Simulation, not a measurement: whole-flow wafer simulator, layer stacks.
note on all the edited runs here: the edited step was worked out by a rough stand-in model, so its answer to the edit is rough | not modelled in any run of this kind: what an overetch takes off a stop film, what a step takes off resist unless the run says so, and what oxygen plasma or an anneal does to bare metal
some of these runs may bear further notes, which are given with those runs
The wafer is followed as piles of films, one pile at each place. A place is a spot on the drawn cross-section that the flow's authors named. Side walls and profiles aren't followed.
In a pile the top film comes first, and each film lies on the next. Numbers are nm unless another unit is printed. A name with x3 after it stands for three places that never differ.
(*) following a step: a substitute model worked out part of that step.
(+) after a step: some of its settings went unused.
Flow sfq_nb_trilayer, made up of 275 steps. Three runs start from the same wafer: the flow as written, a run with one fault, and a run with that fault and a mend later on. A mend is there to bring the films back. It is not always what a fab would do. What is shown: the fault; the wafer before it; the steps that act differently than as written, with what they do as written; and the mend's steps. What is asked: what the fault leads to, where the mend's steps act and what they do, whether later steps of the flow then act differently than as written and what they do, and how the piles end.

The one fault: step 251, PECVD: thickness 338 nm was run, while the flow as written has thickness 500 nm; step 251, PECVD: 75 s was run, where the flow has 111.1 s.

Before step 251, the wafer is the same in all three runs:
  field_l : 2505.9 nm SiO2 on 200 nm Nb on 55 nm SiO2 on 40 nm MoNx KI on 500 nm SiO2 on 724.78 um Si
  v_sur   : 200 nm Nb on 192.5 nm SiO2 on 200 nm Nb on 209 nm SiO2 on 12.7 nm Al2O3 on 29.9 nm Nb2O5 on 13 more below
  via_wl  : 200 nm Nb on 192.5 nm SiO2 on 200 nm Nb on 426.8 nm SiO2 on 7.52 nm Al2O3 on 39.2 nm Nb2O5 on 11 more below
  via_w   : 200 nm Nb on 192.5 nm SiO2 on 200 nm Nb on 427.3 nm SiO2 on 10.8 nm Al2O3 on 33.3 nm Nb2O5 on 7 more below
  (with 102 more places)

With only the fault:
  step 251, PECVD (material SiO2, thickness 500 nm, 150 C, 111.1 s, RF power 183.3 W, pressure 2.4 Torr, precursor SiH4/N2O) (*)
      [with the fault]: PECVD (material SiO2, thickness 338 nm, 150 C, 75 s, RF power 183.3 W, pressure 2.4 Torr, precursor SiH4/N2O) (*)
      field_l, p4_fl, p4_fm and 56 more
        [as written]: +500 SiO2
        [with the fault]: +338 SiO2
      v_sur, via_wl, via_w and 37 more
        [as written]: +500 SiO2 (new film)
        [with the fault]: +338 SiO2 (new film)
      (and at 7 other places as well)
  Steps later in the flow that act otherwise than as written (not shown: 3 more steps that differ only slightly, by at most 2% or 0.5 nm, whichever is larger):
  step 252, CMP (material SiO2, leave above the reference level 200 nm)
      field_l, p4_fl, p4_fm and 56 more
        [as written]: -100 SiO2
        [with the fault]: nothing
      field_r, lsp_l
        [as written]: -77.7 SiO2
        [with the fault]: nothing
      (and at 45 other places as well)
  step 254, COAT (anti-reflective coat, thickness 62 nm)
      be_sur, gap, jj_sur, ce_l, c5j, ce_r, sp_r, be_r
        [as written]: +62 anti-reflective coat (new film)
        [with the fault]: +59.2 anti-reflective coat (new film)
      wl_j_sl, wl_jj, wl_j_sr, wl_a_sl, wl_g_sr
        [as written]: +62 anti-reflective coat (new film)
        [with the fault]: +60.5 anti-reflective coat (new film)
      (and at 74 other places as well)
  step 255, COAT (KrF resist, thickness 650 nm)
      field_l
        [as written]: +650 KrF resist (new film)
        [with the fault]: +663.7 KrF resist (new film)
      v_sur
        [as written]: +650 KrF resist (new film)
        [with the fault]: +630.8 KrF resist (new film)
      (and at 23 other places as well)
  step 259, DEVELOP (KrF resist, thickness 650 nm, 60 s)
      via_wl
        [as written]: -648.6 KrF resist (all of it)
        [with the fault]: -627 KrF resist (all of it)
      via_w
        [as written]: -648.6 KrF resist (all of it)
        [with the fault]: -630.9 KrF resist (all of it)
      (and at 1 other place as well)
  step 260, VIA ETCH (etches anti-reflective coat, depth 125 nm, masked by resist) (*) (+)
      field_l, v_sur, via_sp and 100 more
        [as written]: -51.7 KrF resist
        [with the fault]: -48.7 KrF resist
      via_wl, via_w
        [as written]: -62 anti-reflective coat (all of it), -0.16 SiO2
        [with the fault]: -58.4 anti-reflective coat (all of it), -0.15 SiO2
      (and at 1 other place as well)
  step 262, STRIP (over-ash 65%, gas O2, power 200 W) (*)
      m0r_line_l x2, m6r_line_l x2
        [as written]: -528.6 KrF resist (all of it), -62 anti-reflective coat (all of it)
        [with the fault]: -543.4 KrF resist (all of it), -63.6 anti-reflective coat (all of it)
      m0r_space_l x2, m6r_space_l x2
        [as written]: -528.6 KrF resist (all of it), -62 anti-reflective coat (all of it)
        [with the fault]: -538.5 KrF resist (all of it), -70.8 anti-reflective coat (all of it)
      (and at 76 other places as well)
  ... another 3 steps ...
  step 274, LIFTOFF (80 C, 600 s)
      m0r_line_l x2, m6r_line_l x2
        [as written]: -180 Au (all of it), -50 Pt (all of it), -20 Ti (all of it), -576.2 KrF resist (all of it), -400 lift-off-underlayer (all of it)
        [with the fault]: -180 Au (all of it), -50 Pt (all of it), -20 Ti (all of it), -581.1 KrF resist (all of it), -414.7 lift-off-underlayer (all of it)
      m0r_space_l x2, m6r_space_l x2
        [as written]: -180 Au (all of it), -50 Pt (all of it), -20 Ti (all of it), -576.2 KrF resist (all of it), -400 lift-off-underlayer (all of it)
        [with the fault]: -180 Au (all of it), -50 Pt (all of it), -20 Ti (all of it), -577.5 KrF resist (all of it), -419.2 lift-off-underlayer (all of it)
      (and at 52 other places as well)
  At field_l, via_v, field_r and 63 more, the piles at the end differ from the flow's by more than 2% or 0.5 nm, whichever is larger.
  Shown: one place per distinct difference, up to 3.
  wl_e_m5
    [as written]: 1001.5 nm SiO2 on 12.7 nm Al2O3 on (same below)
    [with the fault]: 939.5 nm SiO2 on 12.7 nm Al2O3 on (same below)
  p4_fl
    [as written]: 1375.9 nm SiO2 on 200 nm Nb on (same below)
    [with the fault]: 1313.9 nm SiO2 on 200 nm Nb on (same below)
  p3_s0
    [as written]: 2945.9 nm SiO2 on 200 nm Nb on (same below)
    [with the fault]: 2883.9 nm SiO2 on 200 nm Nb on (same below)

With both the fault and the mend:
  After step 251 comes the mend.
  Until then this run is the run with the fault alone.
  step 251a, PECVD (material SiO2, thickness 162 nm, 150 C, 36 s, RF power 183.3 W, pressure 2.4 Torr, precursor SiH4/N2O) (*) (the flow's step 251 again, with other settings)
      field_l, v_sur, via_wl and 98 more
        +162 SiO2
      field_r, lsp_l
        +155.6 SiO2
      l0_sur, l0v
        +158.4 SiO2
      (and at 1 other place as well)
  Steps later in the flow that act otherwise than as written:
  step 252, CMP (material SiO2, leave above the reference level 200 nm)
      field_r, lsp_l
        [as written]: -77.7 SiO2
        [with the mend]: -79.8 SiO2
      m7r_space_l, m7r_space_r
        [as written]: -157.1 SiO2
        [with the mend]: -100 SiO2
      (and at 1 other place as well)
  At every place that both follow, the piles at the end match the flow's.
